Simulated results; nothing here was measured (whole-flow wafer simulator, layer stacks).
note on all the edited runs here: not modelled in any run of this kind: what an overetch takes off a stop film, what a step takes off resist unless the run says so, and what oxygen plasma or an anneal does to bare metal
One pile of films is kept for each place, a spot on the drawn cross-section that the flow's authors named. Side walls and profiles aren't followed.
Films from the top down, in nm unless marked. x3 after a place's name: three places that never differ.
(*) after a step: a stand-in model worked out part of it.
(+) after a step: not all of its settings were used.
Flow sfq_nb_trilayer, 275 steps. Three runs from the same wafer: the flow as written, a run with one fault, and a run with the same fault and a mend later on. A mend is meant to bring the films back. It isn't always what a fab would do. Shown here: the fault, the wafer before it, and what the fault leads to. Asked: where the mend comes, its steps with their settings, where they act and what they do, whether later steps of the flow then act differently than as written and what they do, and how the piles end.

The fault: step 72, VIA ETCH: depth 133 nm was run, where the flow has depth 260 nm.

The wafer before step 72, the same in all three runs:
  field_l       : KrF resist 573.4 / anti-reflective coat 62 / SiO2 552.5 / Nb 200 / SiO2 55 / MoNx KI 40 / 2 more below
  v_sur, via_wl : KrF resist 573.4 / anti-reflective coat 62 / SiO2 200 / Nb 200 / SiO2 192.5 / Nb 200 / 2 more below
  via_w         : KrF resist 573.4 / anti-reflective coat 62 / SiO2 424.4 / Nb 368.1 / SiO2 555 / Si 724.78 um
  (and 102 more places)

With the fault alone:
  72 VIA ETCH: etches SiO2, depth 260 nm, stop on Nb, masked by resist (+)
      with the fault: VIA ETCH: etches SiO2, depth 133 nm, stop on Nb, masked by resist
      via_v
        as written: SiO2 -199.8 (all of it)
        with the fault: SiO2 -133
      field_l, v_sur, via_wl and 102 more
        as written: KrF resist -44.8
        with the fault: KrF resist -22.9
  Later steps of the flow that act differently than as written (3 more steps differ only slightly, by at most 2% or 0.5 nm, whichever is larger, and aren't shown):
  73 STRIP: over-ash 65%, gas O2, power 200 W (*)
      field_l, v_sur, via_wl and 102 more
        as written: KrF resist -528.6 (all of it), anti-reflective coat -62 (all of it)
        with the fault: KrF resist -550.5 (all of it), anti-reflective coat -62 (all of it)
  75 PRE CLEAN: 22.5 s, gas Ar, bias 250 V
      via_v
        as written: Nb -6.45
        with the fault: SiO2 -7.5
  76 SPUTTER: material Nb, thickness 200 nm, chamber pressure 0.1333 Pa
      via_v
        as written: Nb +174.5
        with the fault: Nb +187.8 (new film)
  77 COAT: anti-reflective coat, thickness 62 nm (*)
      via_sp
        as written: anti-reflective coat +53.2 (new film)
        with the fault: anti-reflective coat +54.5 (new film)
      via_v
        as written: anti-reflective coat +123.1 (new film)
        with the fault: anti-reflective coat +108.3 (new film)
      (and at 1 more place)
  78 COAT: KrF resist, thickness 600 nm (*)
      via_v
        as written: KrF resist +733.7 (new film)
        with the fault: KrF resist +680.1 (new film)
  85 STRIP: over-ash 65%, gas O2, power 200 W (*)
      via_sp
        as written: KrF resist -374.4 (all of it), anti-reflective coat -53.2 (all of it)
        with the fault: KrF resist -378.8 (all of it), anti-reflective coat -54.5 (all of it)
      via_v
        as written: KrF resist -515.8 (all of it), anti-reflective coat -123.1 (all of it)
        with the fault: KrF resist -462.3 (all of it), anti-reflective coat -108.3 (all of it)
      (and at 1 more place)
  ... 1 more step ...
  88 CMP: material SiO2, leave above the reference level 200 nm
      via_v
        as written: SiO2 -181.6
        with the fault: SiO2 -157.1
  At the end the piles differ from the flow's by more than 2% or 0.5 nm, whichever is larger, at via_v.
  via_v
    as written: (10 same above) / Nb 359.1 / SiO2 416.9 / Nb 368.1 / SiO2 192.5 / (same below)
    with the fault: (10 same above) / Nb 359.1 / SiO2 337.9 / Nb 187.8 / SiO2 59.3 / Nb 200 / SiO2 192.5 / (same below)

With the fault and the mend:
  The mend comes after step 72.
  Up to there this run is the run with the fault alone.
  72a VIA ETCH: etches SiO2, depth 127 nm, stop on Nb, masked by resist (+) (the flow's step 72 once more, with other settings)
      field_l, v_sur, via_wl and 102 more
        KrF resist -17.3
      via_v
        SiO2 -66.8 (all of it)
  No later step of the flow acts differently than as written, at any place that is followed, by more than 2% or 0.5 nm, whichever is larger.
  At the end the piles are the same as the flow's at every place that both follow.
